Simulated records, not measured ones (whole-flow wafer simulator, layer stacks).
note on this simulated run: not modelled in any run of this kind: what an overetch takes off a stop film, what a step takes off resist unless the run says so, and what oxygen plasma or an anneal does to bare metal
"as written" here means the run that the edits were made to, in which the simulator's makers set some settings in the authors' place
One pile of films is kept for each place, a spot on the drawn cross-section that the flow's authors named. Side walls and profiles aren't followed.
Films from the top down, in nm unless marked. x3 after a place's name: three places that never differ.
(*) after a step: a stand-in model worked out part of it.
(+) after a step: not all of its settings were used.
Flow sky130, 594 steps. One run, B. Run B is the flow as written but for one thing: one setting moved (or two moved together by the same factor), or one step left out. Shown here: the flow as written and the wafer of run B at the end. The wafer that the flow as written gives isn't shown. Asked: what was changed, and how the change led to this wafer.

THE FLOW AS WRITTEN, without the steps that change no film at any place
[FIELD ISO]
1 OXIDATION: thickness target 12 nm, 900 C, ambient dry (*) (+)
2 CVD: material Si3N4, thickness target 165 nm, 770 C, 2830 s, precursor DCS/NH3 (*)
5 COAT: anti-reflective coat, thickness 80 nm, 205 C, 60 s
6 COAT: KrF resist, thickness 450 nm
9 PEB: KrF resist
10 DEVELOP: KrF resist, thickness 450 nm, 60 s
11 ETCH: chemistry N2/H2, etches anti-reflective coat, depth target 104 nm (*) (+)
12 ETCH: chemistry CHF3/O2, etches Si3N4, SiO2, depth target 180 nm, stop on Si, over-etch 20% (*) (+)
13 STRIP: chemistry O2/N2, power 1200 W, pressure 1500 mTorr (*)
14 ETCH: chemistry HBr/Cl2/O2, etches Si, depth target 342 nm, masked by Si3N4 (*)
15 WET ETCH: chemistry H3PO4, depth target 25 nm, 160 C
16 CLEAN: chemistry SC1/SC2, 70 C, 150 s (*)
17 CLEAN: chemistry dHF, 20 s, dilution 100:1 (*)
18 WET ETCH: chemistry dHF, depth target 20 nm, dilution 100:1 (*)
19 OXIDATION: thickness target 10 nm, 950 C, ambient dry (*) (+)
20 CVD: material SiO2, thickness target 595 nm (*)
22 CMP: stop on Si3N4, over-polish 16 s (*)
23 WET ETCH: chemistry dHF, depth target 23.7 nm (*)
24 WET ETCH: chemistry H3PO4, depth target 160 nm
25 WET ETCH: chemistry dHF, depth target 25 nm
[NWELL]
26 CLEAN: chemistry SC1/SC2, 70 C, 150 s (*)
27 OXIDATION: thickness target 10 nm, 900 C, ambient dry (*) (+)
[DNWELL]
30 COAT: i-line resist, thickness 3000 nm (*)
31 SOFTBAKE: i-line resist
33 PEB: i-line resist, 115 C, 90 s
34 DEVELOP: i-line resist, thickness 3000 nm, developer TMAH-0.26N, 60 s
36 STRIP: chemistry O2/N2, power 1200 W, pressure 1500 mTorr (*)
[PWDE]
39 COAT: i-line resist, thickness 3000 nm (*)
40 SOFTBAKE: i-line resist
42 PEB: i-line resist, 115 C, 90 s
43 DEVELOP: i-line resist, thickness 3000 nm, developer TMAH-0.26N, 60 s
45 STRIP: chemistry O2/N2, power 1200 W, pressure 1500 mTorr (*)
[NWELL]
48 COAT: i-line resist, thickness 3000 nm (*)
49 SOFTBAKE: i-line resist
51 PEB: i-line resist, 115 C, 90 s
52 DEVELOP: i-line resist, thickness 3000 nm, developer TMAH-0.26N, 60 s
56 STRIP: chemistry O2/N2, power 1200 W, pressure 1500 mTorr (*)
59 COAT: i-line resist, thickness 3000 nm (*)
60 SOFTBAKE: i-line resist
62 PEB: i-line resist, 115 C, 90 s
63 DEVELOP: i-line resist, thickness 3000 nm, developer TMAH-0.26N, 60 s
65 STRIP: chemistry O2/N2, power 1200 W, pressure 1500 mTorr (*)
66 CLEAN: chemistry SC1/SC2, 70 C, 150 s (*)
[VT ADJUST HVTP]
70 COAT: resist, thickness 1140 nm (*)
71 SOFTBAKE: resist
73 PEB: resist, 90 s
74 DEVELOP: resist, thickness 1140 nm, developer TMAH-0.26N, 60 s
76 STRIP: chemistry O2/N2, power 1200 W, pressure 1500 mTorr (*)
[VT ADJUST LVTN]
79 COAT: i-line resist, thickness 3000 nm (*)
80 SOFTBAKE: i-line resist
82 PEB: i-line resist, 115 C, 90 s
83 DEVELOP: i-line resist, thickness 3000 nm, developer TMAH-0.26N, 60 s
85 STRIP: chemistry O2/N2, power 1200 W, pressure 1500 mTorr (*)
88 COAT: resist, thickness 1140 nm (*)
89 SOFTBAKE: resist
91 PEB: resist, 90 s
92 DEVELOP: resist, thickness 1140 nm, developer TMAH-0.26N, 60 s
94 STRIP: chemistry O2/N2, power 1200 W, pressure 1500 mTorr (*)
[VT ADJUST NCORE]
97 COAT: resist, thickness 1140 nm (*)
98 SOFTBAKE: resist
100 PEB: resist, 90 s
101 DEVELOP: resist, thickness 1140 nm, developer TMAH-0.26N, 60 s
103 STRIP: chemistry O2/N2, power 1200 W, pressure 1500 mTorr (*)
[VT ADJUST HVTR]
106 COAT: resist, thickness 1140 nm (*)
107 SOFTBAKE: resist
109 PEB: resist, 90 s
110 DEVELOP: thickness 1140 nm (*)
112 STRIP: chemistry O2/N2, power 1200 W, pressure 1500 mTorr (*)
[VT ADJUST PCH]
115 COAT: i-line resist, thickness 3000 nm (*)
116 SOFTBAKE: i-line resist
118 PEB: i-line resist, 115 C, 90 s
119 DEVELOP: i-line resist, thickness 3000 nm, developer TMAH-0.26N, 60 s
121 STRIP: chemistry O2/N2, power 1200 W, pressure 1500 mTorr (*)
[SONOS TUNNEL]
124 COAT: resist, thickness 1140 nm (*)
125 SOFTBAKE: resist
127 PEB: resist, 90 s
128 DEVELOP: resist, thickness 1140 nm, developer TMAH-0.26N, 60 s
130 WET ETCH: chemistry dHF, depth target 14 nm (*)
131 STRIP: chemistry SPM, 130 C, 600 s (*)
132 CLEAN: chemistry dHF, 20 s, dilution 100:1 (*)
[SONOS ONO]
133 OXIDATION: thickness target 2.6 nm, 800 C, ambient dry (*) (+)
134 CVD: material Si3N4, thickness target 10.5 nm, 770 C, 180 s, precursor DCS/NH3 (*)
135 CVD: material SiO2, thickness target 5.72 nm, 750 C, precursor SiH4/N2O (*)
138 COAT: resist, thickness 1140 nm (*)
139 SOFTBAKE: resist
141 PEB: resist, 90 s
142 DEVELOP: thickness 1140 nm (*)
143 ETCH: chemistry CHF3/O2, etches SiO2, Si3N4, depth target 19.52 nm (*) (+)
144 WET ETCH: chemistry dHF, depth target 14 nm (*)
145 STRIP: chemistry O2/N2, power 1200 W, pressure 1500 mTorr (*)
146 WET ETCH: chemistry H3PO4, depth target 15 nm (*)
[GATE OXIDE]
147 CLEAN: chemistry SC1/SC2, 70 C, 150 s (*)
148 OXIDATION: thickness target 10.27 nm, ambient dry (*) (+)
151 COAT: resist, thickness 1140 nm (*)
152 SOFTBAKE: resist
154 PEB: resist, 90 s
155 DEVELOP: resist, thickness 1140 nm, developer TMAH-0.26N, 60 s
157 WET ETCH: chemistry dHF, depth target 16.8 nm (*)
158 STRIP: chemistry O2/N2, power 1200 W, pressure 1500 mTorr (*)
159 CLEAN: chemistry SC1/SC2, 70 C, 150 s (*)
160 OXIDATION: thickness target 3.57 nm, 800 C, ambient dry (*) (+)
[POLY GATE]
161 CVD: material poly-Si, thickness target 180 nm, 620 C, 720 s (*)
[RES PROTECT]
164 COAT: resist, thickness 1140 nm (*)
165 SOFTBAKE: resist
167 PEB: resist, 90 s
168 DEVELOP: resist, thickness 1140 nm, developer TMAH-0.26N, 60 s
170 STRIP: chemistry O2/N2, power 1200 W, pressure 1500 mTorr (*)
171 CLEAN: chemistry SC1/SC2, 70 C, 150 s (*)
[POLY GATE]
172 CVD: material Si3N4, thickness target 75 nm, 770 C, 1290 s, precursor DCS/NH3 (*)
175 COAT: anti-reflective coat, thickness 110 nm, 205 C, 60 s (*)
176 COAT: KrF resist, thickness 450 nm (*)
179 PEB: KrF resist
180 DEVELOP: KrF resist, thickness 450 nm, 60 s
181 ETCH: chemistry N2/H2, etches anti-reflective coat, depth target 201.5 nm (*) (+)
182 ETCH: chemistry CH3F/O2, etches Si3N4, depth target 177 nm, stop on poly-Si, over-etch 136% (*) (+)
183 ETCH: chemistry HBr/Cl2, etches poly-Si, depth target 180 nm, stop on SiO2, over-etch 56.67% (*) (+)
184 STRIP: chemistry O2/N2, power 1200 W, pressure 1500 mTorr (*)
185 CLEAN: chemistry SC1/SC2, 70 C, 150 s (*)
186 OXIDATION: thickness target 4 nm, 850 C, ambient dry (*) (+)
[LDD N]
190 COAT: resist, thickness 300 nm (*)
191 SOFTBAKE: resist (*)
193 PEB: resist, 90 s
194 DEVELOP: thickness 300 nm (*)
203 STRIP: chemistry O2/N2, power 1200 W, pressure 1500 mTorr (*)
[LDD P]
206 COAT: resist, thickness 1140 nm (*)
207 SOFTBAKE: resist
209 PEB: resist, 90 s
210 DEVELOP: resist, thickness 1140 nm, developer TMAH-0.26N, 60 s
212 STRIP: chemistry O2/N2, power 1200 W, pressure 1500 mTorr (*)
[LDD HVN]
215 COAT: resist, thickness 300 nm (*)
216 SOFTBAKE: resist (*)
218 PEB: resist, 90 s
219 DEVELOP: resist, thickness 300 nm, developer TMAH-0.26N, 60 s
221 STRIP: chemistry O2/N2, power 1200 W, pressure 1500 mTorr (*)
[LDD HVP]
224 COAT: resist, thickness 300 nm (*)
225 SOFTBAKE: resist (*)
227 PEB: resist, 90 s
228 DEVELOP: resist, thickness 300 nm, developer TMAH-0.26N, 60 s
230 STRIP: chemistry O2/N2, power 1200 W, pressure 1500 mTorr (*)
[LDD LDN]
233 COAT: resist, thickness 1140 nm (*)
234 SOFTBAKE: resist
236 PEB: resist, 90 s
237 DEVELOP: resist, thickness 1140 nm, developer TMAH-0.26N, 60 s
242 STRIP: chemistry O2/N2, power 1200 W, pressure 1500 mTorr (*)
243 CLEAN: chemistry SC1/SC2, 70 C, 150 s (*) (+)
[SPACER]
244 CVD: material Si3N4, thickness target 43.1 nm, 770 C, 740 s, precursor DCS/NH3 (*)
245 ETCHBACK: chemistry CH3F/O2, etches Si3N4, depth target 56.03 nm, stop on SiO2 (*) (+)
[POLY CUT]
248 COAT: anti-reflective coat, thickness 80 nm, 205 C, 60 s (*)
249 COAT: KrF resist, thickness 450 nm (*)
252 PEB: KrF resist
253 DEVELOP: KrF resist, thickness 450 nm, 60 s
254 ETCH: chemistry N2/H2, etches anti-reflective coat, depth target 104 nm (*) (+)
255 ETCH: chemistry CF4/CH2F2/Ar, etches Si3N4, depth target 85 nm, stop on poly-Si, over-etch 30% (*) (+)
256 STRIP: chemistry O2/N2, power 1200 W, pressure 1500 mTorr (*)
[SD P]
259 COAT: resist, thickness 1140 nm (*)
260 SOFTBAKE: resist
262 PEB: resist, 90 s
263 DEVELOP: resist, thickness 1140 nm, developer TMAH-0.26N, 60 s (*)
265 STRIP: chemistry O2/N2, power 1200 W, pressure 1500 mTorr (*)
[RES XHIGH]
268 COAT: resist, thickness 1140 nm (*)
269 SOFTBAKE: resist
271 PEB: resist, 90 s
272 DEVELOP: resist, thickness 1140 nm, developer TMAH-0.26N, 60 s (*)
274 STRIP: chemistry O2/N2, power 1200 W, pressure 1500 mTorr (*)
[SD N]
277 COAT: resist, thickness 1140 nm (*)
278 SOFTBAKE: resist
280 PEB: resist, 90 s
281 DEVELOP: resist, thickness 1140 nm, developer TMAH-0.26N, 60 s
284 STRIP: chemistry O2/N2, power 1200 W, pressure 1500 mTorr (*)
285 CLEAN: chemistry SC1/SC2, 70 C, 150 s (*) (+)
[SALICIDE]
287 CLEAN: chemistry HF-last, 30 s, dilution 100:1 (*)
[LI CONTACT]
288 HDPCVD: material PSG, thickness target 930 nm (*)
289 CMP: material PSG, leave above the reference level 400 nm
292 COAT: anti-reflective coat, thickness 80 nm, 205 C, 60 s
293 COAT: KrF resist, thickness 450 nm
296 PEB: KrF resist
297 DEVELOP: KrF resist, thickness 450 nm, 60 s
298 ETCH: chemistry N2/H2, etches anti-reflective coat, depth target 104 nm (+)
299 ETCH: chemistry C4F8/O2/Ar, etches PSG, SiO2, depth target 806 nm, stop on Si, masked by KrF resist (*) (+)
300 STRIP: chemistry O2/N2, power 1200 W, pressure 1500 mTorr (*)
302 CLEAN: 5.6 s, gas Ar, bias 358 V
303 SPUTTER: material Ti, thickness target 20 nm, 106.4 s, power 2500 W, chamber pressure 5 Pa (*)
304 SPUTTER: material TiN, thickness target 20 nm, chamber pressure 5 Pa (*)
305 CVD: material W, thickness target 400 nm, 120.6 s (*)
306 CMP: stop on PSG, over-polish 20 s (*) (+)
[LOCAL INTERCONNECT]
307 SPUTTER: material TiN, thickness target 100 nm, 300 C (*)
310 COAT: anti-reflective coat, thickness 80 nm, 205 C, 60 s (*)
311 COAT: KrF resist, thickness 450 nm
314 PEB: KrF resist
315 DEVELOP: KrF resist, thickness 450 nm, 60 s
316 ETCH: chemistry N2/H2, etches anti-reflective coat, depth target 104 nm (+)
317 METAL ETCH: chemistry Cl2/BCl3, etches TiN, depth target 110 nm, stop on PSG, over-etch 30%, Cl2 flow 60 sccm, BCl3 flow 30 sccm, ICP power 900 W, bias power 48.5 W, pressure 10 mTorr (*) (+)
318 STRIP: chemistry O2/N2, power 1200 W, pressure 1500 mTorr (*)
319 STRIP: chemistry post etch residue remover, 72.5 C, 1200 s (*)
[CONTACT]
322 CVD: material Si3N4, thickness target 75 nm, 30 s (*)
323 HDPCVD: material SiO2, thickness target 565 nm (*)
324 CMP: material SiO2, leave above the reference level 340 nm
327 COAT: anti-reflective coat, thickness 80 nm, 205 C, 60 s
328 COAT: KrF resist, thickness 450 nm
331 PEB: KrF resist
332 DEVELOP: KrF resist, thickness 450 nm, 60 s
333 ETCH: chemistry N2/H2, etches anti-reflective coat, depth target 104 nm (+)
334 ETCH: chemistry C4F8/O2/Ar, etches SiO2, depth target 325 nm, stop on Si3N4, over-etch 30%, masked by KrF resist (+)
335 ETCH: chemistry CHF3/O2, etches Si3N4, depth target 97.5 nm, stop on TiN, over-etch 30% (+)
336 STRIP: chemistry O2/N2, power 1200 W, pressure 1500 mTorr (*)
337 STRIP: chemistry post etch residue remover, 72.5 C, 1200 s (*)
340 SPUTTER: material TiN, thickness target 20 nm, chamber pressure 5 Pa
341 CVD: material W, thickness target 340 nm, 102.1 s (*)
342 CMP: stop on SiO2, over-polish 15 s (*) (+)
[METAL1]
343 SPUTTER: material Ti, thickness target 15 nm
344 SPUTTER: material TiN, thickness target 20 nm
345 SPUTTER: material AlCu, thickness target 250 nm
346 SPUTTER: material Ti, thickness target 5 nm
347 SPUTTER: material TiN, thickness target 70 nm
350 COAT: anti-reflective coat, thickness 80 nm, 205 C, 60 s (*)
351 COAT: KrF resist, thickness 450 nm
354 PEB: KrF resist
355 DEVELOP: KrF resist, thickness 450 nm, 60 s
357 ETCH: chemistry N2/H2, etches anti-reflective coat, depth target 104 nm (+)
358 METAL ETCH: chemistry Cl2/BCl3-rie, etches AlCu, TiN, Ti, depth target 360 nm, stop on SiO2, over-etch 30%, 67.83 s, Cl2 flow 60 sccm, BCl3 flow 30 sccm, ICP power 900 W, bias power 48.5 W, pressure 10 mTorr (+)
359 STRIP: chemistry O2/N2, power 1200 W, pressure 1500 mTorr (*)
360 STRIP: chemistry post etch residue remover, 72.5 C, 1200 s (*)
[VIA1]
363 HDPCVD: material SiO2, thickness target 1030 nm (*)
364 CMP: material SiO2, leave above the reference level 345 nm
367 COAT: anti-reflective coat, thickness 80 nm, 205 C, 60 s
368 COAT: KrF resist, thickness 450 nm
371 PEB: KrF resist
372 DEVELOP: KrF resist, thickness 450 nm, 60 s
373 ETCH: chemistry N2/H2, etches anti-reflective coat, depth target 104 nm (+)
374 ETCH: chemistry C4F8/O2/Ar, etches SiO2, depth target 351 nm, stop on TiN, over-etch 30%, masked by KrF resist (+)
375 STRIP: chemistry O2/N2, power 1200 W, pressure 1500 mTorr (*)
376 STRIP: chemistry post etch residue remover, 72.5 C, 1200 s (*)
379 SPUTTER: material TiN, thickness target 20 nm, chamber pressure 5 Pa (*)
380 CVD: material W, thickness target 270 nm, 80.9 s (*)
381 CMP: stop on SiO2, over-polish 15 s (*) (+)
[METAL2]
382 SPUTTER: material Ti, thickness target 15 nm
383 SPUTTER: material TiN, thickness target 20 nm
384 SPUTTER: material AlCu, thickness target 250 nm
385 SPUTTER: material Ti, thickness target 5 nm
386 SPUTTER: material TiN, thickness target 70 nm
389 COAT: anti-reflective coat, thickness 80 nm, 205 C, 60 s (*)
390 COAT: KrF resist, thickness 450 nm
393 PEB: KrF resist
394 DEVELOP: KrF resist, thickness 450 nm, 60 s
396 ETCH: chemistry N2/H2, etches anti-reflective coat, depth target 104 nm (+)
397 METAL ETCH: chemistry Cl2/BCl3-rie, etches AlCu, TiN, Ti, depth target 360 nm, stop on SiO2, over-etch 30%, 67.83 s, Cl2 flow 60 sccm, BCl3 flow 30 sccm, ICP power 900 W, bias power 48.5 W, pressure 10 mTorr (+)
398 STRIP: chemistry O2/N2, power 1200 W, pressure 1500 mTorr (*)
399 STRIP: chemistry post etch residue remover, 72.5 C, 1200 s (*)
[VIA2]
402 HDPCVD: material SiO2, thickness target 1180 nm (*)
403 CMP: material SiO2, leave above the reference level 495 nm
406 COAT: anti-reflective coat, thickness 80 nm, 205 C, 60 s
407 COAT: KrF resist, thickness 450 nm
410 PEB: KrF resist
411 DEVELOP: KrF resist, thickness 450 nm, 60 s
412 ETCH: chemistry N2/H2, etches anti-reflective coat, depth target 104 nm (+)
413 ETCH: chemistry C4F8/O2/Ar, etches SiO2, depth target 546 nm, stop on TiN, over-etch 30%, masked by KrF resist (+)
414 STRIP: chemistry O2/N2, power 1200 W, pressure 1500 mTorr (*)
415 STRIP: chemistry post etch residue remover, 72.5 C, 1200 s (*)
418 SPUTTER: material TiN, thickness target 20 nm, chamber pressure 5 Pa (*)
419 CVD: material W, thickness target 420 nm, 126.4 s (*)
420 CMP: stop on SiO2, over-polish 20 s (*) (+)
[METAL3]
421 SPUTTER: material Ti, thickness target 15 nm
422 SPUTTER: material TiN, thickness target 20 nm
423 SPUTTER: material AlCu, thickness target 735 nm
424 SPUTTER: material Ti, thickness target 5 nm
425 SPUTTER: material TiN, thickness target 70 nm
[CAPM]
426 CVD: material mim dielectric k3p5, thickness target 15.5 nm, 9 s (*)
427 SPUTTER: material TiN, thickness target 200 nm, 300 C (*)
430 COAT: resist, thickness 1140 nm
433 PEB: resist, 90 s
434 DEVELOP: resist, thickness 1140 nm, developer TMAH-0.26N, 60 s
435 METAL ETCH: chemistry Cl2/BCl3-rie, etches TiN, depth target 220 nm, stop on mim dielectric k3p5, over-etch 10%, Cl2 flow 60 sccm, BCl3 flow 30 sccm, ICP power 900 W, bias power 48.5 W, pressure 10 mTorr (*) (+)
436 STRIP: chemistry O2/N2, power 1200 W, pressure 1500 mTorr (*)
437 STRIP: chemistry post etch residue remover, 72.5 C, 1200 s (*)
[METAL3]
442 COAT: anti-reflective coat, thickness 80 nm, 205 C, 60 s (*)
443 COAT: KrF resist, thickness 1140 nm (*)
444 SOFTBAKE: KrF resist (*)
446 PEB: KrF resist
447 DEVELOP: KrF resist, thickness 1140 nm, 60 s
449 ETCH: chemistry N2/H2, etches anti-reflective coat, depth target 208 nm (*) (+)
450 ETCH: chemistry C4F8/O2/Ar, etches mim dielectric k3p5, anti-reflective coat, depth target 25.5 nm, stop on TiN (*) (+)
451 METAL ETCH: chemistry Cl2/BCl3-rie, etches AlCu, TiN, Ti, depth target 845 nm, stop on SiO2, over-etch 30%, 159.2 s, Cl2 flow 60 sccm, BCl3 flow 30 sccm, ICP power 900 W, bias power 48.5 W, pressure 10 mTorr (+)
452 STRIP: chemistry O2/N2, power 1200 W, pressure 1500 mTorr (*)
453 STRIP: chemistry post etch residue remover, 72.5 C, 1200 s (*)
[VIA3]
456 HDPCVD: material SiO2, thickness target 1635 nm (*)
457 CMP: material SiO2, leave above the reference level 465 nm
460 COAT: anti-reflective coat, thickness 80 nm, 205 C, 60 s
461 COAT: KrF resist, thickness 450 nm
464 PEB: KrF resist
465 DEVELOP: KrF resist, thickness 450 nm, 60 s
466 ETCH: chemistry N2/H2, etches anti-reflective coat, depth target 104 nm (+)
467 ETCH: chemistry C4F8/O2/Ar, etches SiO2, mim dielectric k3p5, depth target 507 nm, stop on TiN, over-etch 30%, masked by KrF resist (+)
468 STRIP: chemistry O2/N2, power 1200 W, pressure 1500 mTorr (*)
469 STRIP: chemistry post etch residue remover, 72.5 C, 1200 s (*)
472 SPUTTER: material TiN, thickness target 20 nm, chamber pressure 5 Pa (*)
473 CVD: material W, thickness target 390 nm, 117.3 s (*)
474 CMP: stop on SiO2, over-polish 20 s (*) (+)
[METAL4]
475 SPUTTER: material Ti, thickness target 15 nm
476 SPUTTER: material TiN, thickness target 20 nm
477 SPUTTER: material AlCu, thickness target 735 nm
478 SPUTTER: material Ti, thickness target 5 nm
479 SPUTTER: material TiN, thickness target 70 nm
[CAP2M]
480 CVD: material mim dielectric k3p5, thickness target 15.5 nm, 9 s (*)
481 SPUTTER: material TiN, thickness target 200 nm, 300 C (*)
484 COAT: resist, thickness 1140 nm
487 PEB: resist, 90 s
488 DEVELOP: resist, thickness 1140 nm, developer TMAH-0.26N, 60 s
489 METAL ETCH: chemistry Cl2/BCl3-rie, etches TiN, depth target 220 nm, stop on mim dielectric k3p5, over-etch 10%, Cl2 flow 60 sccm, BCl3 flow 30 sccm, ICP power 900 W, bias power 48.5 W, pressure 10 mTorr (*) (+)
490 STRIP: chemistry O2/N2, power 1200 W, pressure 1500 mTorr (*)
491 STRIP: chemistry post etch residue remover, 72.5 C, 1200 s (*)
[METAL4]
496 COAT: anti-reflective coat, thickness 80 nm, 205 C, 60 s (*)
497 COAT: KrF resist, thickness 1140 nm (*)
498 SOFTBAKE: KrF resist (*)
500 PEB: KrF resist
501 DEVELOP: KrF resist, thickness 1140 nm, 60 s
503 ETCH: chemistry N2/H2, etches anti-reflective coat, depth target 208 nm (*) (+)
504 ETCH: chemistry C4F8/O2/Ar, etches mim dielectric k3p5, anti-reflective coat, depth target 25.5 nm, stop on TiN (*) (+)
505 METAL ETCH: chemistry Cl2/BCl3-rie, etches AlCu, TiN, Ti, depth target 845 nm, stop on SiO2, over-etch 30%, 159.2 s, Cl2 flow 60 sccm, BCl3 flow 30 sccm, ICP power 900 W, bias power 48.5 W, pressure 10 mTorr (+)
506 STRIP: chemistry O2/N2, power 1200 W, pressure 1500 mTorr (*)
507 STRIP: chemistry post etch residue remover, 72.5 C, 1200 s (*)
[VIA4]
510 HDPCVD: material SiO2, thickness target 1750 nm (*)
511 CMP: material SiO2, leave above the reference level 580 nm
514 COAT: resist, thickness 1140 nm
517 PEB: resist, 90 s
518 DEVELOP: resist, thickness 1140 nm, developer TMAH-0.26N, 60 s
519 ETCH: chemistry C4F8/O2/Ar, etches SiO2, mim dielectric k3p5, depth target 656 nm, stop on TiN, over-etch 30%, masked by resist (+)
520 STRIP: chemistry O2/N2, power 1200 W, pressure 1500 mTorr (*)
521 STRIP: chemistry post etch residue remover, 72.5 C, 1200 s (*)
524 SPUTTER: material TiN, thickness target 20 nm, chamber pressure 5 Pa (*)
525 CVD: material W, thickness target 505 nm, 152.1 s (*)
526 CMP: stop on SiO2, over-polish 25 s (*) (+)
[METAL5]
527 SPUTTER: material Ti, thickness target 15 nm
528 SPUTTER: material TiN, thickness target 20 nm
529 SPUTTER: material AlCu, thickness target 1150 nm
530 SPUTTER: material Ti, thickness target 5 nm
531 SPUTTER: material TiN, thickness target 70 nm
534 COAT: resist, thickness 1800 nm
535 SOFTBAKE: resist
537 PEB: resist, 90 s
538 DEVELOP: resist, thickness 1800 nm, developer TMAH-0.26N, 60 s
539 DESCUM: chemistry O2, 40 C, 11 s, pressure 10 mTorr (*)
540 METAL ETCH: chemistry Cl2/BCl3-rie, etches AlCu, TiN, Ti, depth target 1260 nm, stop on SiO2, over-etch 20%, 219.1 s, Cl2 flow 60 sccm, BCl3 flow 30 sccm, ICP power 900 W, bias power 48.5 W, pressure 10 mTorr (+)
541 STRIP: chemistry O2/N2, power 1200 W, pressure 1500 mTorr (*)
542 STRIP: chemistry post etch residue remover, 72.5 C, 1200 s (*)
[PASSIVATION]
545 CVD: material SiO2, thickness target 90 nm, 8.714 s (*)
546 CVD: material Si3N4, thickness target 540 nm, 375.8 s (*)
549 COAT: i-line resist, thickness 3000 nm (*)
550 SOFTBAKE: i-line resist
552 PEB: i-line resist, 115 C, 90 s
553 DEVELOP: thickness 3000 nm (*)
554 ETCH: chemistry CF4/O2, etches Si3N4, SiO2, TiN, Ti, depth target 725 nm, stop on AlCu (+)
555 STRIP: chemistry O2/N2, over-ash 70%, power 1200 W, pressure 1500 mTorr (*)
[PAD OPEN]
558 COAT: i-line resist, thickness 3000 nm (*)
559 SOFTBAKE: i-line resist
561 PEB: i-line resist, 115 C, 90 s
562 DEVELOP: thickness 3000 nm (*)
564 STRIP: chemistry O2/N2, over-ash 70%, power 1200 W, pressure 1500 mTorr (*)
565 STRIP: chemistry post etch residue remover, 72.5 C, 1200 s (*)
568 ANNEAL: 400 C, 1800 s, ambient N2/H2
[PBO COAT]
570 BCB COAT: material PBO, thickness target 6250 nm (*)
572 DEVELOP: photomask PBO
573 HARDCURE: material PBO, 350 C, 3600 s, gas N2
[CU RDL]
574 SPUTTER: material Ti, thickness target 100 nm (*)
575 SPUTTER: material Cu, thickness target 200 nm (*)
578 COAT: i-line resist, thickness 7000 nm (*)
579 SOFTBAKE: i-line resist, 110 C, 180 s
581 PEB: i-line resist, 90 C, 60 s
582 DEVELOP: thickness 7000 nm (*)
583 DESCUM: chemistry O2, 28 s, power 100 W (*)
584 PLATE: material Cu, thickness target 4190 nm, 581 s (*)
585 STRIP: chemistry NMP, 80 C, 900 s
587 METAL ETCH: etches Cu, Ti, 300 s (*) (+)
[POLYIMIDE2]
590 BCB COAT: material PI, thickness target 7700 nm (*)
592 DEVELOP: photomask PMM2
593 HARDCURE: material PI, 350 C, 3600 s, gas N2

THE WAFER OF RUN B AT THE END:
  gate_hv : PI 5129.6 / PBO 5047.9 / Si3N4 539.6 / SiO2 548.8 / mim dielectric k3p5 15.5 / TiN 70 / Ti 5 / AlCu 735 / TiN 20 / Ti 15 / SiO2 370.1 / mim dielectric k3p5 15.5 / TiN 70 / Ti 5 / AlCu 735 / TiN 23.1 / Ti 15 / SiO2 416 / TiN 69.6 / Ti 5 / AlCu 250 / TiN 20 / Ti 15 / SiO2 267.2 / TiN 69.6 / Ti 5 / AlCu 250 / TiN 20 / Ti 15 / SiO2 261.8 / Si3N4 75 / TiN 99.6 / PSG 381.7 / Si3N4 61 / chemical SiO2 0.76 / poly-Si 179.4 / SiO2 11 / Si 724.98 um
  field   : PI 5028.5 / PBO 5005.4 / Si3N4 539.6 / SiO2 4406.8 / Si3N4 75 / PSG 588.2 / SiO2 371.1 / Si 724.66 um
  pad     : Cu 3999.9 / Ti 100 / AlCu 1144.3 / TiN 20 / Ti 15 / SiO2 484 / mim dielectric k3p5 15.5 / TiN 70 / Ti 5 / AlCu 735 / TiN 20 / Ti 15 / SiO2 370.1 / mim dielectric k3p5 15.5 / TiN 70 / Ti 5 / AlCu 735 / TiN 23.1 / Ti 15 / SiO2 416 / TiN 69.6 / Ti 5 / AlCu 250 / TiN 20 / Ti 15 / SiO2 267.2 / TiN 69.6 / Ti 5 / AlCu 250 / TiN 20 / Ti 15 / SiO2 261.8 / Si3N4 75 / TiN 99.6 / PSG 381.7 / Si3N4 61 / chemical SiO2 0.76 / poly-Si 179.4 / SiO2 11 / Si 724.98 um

The cause: step 422, SPUTTER: thickness target 23.1 nm was run, where the flow has thickness target 20 nm.
It can be read off the wafer: gate_hv has TiN 23.1, and step 422 as written asks for 20 nm.

How the change led to this, step by step:
  422 SPUTTER: material TiN, thickness target 20 nm
      field, active, n_well and 188 more: TiN +23.1 (new film) (as written it would be: TiN +20 (new film))
  451 METAL ETCH: chemistry Cl2/BCl3-rie, etches AlCu, TiN, Ti, depth target 845 nm, stop on SiO2, over-etch 30%, 159.2 s, Cl2 flow 60 sccm, BCl3 flow 30 sccm, ICP power 900 W, bias power 48.5 W, pressure 10 mTorr (+)
      field, active, gate and 69 more: TiN -70 (all of it), Ti -5 (all of it), AlCu -735 (all of it), TiN -23.1 (all of it), Ti -15 (all of it), SiO2 -25 (as written it would be: TiN -70 (all of it), Ti -5 (all of it), AlCu -735 (all of it), TiN -20 (all of it), Ti -15 (all of it), SiO2 -25.4)
      vpp_ln, vpp_iso2, ndiff_ln and 10 more: TiN -70 (all of it), Ti -5 (all of it), AlCu -735 (all of it), TiN -23.1 (all of it), Ti -15 (all of it), SiO2 -25 (as written it would be: TiN -70 (all of it), Ti -5 (all of it), AlCu -735 (all of it), TiN -20 (all of it), Ti -15 (all of it), SiO2 -25.3)
